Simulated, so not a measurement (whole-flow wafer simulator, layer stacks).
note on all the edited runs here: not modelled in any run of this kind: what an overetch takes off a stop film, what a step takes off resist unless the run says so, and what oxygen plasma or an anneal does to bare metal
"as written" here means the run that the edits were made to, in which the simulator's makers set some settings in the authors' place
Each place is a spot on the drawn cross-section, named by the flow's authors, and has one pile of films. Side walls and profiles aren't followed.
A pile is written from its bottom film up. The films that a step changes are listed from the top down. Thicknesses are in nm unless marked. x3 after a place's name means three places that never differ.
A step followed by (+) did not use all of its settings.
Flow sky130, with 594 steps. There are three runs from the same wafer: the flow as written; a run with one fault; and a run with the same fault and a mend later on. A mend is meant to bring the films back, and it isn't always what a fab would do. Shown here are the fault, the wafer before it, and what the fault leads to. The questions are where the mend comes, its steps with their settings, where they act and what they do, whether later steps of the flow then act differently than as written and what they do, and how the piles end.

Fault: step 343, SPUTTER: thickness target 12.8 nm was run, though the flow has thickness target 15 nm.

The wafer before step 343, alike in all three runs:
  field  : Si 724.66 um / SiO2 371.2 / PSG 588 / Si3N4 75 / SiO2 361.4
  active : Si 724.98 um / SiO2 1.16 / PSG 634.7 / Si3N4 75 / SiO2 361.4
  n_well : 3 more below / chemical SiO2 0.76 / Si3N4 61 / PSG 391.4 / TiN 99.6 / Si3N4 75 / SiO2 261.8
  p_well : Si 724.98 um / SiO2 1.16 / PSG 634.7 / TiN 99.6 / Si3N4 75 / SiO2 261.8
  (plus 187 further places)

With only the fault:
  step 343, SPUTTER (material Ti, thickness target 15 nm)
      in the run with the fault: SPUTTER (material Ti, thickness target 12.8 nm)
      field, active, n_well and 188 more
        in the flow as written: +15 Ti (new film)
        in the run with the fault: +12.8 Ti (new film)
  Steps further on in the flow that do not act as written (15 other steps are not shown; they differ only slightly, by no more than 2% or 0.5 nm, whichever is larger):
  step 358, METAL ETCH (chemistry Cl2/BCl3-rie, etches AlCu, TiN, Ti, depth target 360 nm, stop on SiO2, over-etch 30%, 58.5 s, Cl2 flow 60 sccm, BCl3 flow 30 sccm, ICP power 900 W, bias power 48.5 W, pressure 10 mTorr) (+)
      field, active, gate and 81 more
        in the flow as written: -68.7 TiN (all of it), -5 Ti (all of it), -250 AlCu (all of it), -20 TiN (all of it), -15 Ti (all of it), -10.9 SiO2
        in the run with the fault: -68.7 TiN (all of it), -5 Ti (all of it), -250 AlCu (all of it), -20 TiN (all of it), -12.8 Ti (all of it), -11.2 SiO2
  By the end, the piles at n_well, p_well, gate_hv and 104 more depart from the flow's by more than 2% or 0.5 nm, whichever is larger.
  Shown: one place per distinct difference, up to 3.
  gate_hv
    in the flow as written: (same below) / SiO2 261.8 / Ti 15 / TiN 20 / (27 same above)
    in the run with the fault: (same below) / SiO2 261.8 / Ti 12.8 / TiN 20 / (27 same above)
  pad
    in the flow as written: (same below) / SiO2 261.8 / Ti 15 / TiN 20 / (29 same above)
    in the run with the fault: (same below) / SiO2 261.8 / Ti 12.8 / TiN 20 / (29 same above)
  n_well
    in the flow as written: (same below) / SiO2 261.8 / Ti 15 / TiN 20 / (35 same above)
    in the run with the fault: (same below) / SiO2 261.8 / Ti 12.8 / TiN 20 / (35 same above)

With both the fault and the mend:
  The mend stands after step 343.
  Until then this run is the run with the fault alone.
  step 343a, SPUTTER (material Ti, thickness target 2.2 nm) (the flow's step 343 again, with other settings)
      field, active, n_well and 188 more
        +2.2 Ti
  Later steps of the flow that are run all act as written at every place that is followed.
  The piles end the same as the flow's at every place that both follow.
